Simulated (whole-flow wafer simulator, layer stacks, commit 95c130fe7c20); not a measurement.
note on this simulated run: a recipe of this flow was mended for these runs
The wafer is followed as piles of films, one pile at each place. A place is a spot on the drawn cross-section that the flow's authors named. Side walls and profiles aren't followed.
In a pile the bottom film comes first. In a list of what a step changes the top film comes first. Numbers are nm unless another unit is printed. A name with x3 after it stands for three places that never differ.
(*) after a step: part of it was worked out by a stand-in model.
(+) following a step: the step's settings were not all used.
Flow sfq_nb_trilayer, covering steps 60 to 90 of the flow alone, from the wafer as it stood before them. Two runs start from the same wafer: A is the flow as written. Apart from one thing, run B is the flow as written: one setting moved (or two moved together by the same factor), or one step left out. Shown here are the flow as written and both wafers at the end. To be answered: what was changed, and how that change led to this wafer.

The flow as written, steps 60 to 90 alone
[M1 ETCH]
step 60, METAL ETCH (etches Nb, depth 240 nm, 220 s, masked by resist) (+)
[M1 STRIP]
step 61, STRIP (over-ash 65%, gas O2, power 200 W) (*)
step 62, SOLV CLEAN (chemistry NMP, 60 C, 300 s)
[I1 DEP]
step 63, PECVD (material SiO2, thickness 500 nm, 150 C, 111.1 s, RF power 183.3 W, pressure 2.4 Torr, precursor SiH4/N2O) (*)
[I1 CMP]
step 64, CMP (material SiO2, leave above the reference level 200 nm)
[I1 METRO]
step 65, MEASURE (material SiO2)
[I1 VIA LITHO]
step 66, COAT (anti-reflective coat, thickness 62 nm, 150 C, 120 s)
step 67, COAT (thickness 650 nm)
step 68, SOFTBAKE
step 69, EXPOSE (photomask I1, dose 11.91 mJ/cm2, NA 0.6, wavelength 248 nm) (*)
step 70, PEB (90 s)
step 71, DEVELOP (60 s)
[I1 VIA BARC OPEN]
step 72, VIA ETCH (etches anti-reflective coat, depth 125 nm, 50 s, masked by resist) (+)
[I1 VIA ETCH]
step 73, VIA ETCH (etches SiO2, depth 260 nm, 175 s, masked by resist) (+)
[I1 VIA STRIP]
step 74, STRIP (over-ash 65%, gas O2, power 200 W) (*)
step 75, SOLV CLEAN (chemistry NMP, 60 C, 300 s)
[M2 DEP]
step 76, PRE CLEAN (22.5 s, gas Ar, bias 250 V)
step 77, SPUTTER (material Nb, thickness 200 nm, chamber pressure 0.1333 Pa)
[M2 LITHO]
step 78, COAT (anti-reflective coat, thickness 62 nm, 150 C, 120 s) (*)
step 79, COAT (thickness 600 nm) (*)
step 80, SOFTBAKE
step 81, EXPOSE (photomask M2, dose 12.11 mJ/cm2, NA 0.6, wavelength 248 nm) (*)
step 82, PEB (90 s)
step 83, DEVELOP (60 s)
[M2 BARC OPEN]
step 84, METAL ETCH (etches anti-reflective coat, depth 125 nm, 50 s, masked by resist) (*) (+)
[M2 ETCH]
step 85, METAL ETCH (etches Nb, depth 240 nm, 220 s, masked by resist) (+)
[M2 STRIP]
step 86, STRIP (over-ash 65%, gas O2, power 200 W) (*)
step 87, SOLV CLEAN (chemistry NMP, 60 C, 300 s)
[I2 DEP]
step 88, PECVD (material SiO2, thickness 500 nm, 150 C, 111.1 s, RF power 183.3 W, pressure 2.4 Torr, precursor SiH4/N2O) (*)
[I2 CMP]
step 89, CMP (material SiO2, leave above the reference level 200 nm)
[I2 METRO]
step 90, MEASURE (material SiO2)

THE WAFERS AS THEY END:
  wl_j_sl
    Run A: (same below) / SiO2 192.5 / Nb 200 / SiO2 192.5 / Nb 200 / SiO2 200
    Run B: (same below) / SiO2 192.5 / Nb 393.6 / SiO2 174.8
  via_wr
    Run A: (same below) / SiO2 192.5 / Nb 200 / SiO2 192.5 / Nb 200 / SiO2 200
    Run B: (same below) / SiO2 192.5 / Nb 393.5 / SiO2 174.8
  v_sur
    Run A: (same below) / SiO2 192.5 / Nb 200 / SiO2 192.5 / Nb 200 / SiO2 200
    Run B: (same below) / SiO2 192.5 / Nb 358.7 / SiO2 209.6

The reason: step 61, STRIP: over-ash 65%, gas O2, power 200 W (*), was not run.

Step by step, how the change led to this:
  step 63, PECVD (material SiO2, thickness 500 nm, 150 C, 111.1 s, RF power 183.3 W, pressure 2.4 Torr, precursor SiH4/N2O) (*)
      lsp_m, ln_m6, lsp_r, l0_sur, l0v: A SiO2 gains 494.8 | B SiO2 gains 484.3
      wl_d_sl, wl_d_sr: A SiO2 gains 561.1 | B SiO2 gains 500
      (as well as at 1 more place)
  step 64, CMP (material SiO2, leave above the reference level 200 nm)
      wl_j_sl, wl_jj, wl_j_sr and 13 more: A SiO2 loses 300 | B SiO2 loses 500 (all of it), KrF-resist-other-grade loses 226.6
      v_sur: A SiO2 loses 300 | B SiO2 loses 500 (all of it), KrF-resist-other-grade loses 207.4
      (as well as at 29 more places)
  step 73, VIA ETCH (etches SiO2, depth 260 nm, 175 s, masked by resist) (+)
      via_v: A SiO2 loses 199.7 (all of it), Nb loses 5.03 | B KrF-resist-other-grade loses 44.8
  step 74, STRIP (over-ash 65%, gas O2, power 200 W) (*)
      wl_j_sl, wl_jj, wl_j_sr and 13 more: A KrF-resist-other-grade loses 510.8 (all of it), anti-reflective coat loses 62 (all of it) | B KrF-resist-other-grade loses 510.8 (all of it), anti-reflective coat loses 62 (all of it), KrF-resist-other-grade loses 138 (all of it), anti-reflective coat loses 62 (all of it)
      v_sur: A KrF-resist-other-grade loses 510.8 (all of it), anti-reflective coat loses 62 (all of it) | B KrF-resist-other-grade loses 510.8 (all of it), anti-reflective coat loses 62 (all of it), KrF-resist-other-grade loses 154.4 (all of it), anti-reflective coat loses 45.6 (all of it)
      (as well as at 7 more places)
  step 76, PRE CLEAN (22.5 s, gas Ar, bias 250 V)
      v_sur, via_wl, via_w and 20 more: A SiO2 loses 7.5 | B Nb loses 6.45
  step 77, SPUTTER (material Nb, thickness 200 nm, chamber pressure 0.1333 Pa)
      via_wr, via_sp, wl_j_sl and 15 more: A Nb gains 200 (new film) | B Nb gains 200
      v_sur: A Nb gains 200 (new film) | B Nb gains 165.2
      (as well as at 5 more places)
  step 78, COAT (anti-reflective coat, thickness 62 nm, 150 C, 120 s) (*)
      p3_l2, p3_l3, p3_l5: A anti-reflective coat gains 62 (new film) | B anti-reflective coat gains 60.3 (new film)
      wl_g_m5, m5r_space_l, m5r_space_r: A anti-reflective coat gains 62 (new film) | B anti-reflective coat gains 56.3 (new film)
      (as well as at 88 more places)
  step 79, COAT (thickness 600 nm) (*)
      m0r_line_l x3: A KrF-resist-other-grade gains 600 (new film) | B KrF-resist-other-grade gains 554.7 (new film)
      m0r_space_l, m6r_space_l x2: A KrF-resist-other-grade gains 600 (new film) | B KrF-resist-other-grade gains 576.2 (new film)
      (as well as at 73 more places)
  step 82, PEB (90 s)
      via_w: A KrF-resist-other-grade loses 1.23 | B KrF-resist-other-grade loses 1.78
  step 83, DEVELOP (60 s)
      m0r_line_l x3: A KrF-resist-other-grade loses 598.7 (all of it) | B KrF-resist-other-grade loses 553.6 (all of it)
      m0r_space_l, m6r_space_l x2: A KrF-resist-other-grade loses 598.7 (all of it) | B KrF-resist-other-grade loses 575 (all of it)
      (as well as at 51 more places)
  step 84, METAL ETCH (etches anti-reflective coat, depth 125 nm, 50 s, masked by resist) (*) (+)
      ln_m5: A anti-reflective coat loses 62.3 (all of it) | B anti-reflective coat loses 125
      p3_l2, p3_l3, p3_l5: A anti-reflective coat loses 62 (all of it) | B anti-reflective coat loses 60.3 (all of it)
      (as well as at 69 more places)
  step 85, METAL ETCH (etches Nb, depth 240 nm, 220 s, masked by resist) (+)
      ln_m5: A Nb loses 200 (all of it), SiO2 loses 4 | B anti-reflective coat loses 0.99 (all of it), Nb loses 238.5
      wl_d_m1: A Nb loses 200 (all of it), SiO2 loses 4 | B Nb loses 240
  step 86, STRIP (over-ash 65%, gas O2, power 200 W) (*)
      v_sur: A KrF-resist-other-grade loses 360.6 (all of it), anti-reflective coat loses 64.8 (all of it) | B KrF-resist-other-grade loses 410.6 (all of it), anti-reflective coat loses 135.1 (all of it)
      via_wl: A KrF-resist-other-grade loses 357.4 (all of it), anti-reflective coat loses 67.7 (all of it) | B KrF-resist-other-grade loses 473.8 (all of it), anti-reflective coat loses 14.6 (all of it)
      (as well as at 20 more places)
  step 88, PECVD (material SiO2, thickness 500 nm, 150 C, 111.1 s, RF power 183.3 W, pressure 2.4 Torr, precursor SiH4/N2O) (*)
      ln_m5: A SiO2 gains 500 | B SiO2 gains 283.5 (new film), void gains 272 (new film), SiO2 gains 229.8 (new film)
      wl_d_m1: A SiO2 gains 500 | B SiO2 gains 668 (new film)
      (as well as at 2 more places)
  step 89, CMP (material SiO2, leave above the reference level 200 nm)
      ln_m5: A SiO2 loses 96 | B SiO2 loses 283.5 (all of it), void loses 272 (all of it)
      field_l, be, be_sur and 79 more: A SiO2 loses 96 | B SiO2 loses 320.2
      (as well as at 22 more places)
If metal films that touch count as one body, wl_j_sl has 2 bodies (between them, from the top down: SiO2 192.5); the flow as written gives 3 bodies (between them, from the top down: SiO2 192.5; SiO2 192.5).
If metal films that touch count as one body, via_wr has 2 bodies (between them, from the top down: SiO2 192.5); the flow as written gives 3 bodies (between them, from the top down: SiO2 192.5; SiO2 192.5).
If metal films that touch count as one body, v_sur has 2 bodies (between them, from the top down: SiO2 192.5); the flow as written gives 3 bodies (between them, from the top down: SiO2 192.5; SiO2 192.5).
